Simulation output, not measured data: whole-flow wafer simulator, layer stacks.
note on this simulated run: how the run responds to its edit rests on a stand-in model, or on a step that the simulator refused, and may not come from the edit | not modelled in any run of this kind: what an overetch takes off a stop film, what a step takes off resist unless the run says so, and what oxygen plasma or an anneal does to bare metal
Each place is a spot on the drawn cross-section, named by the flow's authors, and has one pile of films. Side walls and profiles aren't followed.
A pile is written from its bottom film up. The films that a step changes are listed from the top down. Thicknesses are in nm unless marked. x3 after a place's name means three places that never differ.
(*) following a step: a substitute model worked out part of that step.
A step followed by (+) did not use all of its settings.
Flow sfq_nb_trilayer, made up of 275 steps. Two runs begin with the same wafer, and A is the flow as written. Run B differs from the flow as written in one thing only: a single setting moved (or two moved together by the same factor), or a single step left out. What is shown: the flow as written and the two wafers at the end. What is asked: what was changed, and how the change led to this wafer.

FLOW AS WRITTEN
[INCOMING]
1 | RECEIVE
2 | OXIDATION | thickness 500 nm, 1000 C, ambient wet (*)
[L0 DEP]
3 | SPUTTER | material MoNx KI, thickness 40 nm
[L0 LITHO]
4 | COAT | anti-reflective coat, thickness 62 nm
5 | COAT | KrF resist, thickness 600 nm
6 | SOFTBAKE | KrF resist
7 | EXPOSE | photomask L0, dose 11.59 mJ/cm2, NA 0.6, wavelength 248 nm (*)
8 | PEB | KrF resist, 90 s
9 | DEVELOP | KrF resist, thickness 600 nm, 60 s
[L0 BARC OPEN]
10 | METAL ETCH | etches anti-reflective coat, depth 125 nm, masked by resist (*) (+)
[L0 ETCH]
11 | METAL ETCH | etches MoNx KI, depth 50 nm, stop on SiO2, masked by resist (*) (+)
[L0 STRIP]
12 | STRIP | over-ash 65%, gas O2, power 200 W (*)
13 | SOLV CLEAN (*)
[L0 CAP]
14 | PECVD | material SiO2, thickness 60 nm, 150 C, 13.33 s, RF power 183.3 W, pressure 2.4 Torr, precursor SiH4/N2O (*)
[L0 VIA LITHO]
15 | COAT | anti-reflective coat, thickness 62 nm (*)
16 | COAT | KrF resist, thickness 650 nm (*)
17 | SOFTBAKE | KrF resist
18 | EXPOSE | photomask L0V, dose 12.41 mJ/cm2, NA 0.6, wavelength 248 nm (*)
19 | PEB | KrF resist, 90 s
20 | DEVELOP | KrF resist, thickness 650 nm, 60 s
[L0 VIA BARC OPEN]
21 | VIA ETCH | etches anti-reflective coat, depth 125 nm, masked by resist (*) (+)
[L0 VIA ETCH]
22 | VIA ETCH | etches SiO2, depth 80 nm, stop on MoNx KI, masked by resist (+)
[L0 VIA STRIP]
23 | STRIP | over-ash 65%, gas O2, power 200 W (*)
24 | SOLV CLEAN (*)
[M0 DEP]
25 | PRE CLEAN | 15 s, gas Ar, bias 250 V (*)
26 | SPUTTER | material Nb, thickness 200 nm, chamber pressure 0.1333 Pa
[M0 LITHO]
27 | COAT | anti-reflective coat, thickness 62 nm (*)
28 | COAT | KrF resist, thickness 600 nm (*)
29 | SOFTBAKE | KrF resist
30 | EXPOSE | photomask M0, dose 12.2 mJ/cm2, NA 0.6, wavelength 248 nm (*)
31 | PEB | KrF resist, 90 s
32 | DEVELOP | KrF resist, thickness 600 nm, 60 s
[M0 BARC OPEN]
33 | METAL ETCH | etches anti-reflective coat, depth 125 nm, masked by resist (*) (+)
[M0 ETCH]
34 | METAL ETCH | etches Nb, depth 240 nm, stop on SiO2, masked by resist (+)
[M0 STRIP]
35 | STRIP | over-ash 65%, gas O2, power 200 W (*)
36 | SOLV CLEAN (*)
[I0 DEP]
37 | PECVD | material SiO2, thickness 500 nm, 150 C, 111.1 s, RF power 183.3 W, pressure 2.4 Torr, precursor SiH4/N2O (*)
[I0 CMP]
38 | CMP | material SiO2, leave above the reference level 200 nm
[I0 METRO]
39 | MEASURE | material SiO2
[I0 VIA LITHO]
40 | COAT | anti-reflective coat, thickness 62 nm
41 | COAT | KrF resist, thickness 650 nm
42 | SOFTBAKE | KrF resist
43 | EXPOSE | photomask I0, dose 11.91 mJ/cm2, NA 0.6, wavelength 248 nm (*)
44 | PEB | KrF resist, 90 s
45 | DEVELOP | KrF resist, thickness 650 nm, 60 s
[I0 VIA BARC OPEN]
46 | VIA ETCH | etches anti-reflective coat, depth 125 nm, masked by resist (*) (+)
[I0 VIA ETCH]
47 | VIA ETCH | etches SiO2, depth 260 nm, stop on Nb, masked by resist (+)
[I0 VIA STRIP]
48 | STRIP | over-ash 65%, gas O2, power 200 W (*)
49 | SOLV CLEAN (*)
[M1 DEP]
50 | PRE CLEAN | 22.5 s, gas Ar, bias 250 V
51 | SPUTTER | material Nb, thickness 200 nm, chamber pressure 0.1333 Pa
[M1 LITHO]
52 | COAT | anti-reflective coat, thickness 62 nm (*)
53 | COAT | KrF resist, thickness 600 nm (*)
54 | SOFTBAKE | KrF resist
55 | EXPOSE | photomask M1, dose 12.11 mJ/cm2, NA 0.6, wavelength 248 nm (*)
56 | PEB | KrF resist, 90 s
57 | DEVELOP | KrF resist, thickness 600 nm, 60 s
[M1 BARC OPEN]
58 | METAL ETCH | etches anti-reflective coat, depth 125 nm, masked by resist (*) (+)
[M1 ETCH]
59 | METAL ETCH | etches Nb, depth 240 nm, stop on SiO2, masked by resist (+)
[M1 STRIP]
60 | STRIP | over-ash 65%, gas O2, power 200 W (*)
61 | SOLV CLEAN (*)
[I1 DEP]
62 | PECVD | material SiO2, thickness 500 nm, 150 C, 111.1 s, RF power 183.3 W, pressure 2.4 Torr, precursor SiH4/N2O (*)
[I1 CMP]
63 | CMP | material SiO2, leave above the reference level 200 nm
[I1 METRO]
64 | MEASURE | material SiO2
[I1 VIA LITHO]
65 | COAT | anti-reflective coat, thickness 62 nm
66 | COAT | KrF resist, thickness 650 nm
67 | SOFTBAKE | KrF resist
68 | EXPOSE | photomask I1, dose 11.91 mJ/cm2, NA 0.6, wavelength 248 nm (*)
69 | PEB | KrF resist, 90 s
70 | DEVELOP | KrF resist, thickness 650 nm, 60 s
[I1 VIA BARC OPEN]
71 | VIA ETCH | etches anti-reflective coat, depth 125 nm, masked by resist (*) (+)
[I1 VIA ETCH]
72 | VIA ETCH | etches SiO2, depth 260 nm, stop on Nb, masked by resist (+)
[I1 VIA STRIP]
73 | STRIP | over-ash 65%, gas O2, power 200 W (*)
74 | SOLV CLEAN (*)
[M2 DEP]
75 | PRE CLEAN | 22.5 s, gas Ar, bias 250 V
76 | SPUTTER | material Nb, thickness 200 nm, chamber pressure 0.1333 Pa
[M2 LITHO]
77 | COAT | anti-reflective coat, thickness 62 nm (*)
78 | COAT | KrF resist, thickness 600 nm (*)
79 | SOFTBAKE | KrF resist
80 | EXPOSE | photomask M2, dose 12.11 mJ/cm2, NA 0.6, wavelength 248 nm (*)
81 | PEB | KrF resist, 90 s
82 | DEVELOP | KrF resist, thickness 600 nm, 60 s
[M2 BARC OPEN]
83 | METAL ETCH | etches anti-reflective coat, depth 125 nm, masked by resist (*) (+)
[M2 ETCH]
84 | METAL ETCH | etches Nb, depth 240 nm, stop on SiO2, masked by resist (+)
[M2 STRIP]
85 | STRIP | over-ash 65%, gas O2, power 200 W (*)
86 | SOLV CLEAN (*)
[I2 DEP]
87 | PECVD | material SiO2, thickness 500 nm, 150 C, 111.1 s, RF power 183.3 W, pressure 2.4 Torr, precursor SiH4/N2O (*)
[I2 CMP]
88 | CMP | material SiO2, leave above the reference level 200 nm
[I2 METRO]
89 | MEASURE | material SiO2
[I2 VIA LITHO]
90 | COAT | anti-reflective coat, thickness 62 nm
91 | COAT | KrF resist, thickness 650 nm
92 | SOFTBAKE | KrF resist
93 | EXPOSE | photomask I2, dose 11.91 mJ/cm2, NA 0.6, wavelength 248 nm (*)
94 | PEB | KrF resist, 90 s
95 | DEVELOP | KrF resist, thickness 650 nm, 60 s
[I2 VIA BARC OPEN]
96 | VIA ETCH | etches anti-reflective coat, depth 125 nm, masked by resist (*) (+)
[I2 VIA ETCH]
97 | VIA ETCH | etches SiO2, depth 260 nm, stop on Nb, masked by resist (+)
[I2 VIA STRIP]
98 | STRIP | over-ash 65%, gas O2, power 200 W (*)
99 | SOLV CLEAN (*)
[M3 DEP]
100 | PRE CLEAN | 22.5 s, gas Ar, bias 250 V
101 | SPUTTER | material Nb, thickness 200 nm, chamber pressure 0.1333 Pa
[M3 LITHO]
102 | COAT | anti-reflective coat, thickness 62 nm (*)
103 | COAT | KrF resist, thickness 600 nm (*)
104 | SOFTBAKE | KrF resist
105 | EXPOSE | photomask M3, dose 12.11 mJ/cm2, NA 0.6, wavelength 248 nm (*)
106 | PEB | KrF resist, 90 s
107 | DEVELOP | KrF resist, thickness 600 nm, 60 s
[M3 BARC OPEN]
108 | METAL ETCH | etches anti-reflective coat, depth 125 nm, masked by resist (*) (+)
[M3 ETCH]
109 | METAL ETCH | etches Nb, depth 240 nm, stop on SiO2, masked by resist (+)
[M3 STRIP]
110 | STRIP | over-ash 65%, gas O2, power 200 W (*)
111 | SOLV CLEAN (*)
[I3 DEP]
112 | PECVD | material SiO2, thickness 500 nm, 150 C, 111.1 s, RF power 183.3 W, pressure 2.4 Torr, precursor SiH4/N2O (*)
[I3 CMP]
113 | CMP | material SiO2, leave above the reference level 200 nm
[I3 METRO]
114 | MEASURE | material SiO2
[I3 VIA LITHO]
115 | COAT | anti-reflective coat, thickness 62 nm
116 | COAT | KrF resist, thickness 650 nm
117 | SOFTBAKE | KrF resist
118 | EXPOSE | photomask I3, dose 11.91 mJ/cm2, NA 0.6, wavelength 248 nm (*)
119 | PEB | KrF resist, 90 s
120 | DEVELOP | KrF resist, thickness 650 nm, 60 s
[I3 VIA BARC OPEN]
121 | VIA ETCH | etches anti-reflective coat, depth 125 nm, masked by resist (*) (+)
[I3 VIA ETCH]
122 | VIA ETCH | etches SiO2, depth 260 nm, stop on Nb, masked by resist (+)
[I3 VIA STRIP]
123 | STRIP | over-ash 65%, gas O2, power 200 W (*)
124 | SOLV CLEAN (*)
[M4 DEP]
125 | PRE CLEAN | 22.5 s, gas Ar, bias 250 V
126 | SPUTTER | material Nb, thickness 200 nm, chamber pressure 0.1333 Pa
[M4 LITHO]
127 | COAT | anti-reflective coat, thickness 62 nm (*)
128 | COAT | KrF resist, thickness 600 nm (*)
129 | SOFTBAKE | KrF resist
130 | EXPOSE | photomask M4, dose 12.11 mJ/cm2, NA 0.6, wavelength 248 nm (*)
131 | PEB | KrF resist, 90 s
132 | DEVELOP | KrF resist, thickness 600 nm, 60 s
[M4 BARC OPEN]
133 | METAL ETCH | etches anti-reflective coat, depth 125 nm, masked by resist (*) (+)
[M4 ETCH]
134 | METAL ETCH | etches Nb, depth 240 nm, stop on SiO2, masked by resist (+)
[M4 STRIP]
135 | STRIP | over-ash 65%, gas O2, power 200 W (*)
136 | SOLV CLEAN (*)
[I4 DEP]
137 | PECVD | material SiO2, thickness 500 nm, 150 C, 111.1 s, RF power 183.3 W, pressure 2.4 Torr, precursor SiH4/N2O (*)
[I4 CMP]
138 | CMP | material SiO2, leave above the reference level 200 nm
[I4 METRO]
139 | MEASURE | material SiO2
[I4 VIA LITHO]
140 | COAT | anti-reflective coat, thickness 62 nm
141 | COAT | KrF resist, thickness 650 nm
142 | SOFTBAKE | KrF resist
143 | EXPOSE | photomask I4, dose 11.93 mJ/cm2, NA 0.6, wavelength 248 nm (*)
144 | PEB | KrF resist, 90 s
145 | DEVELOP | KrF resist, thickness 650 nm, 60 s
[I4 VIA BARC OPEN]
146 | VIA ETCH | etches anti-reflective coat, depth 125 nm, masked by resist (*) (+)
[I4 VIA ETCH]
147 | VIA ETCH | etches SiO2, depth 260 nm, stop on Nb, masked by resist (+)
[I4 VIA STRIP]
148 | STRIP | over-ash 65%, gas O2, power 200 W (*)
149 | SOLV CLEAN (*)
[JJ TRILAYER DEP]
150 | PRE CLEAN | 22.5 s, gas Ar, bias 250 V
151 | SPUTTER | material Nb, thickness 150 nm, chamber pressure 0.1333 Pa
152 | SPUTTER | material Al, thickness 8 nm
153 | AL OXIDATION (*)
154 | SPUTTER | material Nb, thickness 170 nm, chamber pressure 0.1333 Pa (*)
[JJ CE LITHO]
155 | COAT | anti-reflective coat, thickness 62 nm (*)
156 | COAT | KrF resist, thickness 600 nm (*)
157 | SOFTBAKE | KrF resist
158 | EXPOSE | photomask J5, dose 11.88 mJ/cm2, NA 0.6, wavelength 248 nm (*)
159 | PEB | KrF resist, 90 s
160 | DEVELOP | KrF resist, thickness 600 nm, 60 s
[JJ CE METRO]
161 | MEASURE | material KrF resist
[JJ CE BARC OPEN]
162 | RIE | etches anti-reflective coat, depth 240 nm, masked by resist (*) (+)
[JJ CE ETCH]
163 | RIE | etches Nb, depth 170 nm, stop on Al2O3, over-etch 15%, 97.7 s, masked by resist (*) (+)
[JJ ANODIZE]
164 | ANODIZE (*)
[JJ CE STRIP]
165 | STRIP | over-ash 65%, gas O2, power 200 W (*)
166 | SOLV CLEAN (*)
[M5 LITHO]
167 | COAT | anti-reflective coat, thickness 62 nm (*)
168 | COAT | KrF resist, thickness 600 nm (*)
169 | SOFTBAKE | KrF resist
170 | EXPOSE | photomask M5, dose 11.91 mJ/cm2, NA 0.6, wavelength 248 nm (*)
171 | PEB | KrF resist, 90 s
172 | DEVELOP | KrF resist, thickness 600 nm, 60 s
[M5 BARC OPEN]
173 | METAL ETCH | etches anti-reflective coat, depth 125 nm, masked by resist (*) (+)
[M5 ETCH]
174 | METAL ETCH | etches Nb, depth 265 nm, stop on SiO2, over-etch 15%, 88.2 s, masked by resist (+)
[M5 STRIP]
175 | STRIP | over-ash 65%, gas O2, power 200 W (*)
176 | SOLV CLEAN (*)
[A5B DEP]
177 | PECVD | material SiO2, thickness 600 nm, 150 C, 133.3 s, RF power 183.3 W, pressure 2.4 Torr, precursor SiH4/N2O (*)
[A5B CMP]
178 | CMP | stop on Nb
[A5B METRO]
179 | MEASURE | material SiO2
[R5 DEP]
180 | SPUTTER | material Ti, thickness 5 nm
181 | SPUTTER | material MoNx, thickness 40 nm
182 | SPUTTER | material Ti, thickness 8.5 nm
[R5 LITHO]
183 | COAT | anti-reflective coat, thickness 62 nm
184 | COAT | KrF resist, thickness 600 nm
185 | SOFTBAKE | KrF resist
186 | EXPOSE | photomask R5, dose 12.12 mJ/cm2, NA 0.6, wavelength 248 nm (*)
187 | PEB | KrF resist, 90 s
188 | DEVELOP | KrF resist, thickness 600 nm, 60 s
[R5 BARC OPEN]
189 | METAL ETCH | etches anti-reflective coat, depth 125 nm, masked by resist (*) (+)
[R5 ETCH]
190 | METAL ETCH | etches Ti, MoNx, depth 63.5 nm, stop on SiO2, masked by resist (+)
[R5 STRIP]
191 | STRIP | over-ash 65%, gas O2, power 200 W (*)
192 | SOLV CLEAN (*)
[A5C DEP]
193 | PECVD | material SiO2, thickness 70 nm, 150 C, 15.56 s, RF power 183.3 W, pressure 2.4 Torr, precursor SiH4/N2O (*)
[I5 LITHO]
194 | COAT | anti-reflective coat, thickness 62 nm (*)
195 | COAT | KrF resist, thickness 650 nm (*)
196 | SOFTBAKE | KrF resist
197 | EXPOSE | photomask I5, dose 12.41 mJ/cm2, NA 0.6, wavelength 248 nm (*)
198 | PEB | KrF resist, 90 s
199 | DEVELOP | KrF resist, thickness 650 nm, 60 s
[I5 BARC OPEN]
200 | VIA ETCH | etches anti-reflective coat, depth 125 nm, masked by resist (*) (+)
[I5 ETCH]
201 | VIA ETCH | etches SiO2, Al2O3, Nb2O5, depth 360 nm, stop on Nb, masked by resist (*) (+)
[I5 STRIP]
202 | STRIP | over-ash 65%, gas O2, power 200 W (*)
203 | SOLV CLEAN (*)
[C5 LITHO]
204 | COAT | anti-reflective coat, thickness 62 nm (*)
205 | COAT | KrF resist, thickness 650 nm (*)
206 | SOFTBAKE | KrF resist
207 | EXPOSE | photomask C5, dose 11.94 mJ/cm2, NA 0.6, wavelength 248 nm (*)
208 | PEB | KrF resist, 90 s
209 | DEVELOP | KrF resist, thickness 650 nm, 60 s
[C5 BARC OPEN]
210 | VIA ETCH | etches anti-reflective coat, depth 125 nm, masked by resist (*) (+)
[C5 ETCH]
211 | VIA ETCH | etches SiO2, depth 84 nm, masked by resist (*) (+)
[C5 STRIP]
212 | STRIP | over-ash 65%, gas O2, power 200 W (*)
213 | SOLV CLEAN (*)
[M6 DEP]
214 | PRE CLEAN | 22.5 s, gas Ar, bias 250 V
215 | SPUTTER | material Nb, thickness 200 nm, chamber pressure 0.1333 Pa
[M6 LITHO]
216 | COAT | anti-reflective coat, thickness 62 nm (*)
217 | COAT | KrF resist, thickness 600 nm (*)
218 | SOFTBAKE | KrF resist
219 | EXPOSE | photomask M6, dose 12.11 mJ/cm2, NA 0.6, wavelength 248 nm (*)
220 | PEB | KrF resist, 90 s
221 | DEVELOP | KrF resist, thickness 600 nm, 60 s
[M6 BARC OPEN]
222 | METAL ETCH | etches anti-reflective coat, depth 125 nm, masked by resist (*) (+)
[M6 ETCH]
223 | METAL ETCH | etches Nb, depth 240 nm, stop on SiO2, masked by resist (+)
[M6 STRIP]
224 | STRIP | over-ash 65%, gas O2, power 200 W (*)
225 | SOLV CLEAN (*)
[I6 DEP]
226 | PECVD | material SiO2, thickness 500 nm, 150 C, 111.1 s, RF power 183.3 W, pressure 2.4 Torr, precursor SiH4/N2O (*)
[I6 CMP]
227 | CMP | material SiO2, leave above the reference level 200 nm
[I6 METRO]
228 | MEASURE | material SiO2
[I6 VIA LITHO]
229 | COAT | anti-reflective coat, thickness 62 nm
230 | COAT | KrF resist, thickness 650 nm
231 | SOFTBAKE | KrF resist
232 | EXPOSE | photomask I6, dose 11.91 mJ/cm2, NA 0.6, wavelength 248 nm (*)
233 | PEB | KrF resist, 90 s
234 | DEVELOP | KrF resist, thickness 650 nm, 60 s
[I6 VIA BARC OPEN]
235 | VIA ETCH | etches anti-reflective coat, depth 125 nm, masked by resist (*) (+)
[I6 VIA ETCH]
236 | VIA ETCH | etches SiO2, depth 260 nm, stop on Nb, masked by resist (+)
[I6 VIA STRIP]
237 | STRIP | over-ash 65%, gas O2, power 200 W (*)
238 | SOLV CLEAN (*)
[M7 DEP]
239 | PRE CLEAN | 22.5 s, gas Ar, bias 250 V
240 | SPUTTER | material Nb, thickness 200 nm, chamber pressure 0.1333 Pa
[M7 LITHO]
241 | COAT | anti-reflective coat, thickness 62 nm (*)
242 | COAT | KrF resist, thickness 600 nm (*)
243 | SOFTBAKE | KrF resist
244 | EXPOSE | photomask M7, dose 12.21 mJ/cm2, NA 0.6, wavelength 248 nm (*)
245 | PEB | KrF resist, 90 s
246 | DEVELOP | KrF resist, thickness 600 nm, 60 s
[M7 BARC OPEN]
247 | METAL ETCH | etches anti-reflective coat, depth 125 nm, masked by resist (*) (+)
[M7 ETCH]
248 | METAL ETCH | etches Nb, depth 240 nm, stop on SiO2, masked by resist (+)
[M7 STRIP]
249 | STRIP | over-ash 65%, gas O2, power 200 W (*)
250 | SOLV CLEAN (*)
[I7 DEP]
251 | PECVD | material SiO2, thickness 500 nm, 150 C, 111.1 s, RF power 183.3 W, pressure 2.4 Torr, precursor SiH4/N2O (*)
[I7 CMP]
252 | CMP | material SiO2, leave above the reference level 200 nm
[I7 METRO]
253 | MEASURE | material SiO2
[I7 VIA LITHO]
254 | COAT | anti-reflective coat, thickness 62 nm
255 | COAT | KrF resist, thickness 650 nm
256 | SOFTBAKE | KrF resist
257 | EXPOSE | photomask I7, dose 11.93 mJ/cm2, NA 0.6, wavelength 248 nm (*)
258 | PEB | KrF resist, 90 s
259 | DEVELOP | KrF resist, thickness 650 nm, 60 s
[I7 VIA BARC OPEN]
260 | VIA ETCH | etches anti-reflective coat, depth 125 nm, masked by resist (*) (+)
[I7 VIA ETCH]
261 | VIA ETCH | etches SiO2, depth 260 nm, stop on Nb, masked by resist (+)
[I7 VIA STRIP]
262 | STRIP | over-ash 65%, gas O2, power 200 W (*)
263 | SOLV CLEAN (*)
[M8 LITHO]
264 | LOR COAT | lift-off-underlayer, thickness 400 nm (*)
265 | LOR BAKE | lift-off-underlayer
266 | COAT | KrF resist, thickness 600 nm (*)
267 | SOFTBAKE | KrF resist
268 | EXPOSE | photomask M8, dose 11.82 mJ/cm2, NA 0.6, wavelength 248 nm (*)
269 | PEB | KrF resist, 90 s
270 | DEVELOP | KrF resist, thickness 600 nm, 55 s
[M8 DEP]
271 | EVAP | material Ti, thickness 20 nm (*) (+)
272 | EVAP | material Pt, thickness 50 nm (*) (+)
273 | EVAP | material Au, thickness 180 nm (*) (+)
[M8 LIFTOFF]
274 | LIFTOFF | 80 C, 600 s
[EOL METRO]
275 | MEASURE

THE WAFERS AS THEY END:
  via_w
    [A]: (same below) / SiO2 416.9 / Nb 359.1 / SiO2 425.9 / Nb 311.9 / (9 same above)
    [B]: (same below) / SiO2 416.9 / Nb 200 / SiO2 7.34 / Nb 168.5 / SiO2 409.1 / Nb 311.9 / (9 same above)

What caused this: step 97, VIA ETCH: depth 185 nm was run, though the flow has depth 260 nm.

The path from the change to this, step by step:
  97 | VIA ETCH | etches SiO2, depth 260 nm, stop on Nb, masked by resist (+)
      via_w: A SiO2 loses 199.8 (all of it) | B SiO2 loses 185
      field_l, v_sur, via_wl and 102 more: A KrF resist loses 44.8 | B KrF resist loses 31.9
  98 | STRIP | over-ash 65%, gas O2, power 200 W (*)
      field_l, v_sur, via_wl and 102 more: A KrF resist loses 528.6 (all of it), anti-reflective coat loses 62 (all of it) | B KrF resist loses 541.5 (all of it), anti-reflective coat loses 62 (all of it)
  100 | PRE CLEAN | 22.5 s, gas Ar, bias 250 V
      via_w: A Nb loses 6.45 | B SiO2 loses 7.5
  101 | SPUTTER | material Nb, thickness 200 nm, chamber pressure 0.1333 Pa
      via_w: A Nb gains 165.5 | B Nb gains 168.5 (new film)
  102 | COAT | anti-reflective coat, thickness 62 nm (*)
      via_wl, via_wr: A anti-reflective coat gains 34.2 (new film) | B anti-reflective coat gains 25.9 (new film)
      v_sur: A anti-reflective coat gains 61.1 (new film) | B anti-reflective coat gains 58.4 (new film)
      (as well as at 2 more places)
  110 | STRIP | over-ash 65%, gas O2, power 200 W (*)
      v_sur: A KrF resist loses 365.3 (all of it), anti-reflective coat loses 61.1 (all of it) | B KrF resist loses 367 (all of it), anti-reflective coat loses 58.4 (all of it)
      via_wl: A KrF resist loses 384.2 (all of it), anti-reflective coat loses 34.2 (all of it) | B KrF resist loses 391.4 (all of it), anti-reflective coat loses 25.9 (all of it)
      (as well as at 3 more places)
  112 | PECVD | material SiO2, thickness 500 nm, 150 C, 111.1 s, RF power 183.3 W, pressure 2.4 Torr, precursor SiH4/N2O (*)
      via_w: A SiO2 gains 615 (new film) | B SiO2 gains 573.7 (new film)
  113 | CMP | material SiO2, leave above the reference level 200 nm
      via_w: A SiO2 loses 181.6 | B SiO2 loses 157.1
Taking metal films that touch as one body, via_w has 6 bodies (between them, from the top down: SiO2 192.5; SiO2 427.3 / Al2O3 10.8 / Nb2O5 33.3; SiO2 409.1; SiO2 7.34; SiO2 416.9); the flow as written gives 5 bodies (between them, from the top down: SiO2 192.5; SiO2 427.3 / Al2O3 10.8 / Nb2O5 33.3; SiO2 425.9; SiO2 416.9).
